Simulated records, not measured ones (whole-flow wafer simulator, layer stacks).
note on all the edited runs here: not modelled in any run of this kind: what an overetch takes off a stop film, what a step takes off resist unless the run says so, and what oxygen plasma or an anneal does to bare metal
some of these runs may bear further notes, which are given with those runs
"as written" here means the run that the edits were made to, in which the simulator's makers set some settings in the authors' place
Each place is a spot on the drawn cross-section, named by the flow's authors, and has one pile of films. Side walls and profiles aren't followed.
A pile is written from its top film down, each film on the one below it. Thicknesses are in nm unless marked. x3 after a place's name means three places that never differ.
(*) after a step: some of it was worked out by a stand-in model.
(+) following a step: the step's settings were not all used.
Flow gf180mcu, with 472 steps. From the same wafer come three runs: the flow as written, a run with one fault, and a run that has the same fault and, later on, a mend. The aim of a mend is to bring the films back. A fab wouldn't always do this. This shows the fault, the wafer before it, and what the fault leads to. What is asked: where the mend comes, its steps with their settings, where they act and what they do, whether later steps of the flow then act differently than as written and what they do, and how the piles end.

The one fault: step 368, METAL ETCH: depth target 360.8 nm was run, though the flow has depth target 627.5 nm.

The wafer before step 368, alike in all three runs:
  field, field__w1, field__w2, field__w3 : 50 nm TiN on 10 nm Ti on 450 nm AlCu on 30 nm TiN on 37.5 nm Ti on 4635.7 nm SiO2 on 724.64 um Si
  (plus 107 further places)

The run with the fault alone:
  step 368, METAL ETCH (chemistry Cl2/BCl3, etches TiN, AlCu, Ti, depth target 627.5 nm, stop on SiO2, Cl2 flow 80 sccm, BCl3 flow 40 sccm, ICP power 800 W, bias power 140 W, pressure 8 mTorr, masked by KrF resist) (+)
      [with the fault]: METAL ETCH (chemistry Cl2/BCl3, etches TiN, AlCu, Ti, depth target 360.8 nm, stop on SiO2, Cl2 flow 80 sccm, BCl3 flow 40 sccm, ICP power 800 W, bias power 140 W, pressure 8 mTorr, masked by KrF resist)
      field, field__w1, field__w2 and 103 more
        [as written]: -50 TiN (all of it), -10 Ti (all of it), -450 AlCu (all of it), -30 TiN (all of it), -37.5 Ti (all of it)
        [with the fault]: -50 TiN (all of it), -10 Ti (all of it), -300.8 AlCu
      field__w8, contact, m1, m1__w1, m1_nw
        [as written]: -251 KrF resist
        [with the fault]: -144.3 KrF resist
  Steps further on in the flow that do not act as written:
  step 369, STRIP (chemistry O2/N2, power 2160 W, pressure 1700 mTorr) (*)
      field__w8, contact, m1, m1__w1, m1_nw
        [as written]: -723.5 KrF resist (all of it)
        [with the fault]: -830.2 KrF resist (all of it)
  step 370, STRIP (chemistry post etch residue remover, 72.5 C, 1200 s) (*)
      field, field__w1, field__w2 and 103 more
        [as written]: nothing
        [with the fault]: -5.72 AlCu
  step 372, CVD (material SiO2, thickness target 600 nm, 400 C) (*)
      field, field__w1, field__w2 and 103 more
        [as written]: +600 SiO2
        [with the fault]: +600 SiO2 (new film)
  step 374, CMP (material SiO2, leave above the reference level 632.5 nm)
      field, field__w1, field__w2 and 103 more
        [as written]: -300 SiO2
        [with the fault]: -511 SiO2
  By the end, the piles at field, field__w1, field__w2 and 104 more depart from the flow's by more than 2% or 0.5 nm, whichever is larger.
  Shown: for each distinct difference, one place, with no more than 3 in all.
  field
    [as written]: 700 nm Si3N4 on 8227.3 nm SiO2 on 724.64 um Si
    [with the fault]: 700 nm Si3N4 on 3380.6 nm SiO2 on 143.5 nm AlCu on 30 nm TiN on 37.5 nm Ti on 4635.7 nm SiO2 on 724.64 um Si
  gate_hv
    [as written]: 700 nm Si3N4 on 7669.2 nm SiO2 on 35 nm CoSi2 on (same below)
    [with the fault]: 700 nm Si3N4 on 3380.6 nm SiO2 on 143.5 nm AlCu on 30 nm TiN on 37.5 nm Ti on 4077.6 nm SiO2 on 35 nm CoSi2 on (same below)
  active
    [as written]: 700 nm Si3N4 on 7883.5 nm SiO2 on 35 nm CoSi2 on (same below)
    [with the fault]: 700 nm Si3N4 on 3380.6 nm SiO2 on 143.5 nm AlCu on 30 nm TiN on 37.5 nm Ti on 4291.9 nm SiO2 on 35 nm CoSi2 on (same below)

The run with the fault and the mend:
  The mend follows step 368.
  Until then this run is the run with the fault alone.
  step 368a, METAL ETCH (chemistry Cl2/BCl3, etches TiN, AlCu, Ti, depth target 266.7 nm, stop on SiO2, Cl2 flow 80 sccm, BCl3 flow 40 sccm, ICP power 800 W, bias power 140 W, pressure 8 mTorr, masked by KrF resist) (+) (a further turn of the flow's step 368, with different settings)
      field, field__w1, field__w2 and 103 more
        -149.2 AlCu (all of it), -30 TiN (all of it), -37.5 Ti (all of it)
      field__w8, contact, m1, m1__w1, m1_nw
        -106.7 KrF resist
  Every later step of the flow that is run acts as written at every place that is followed.
  The piles end the same as the flow's at every place that both follow.
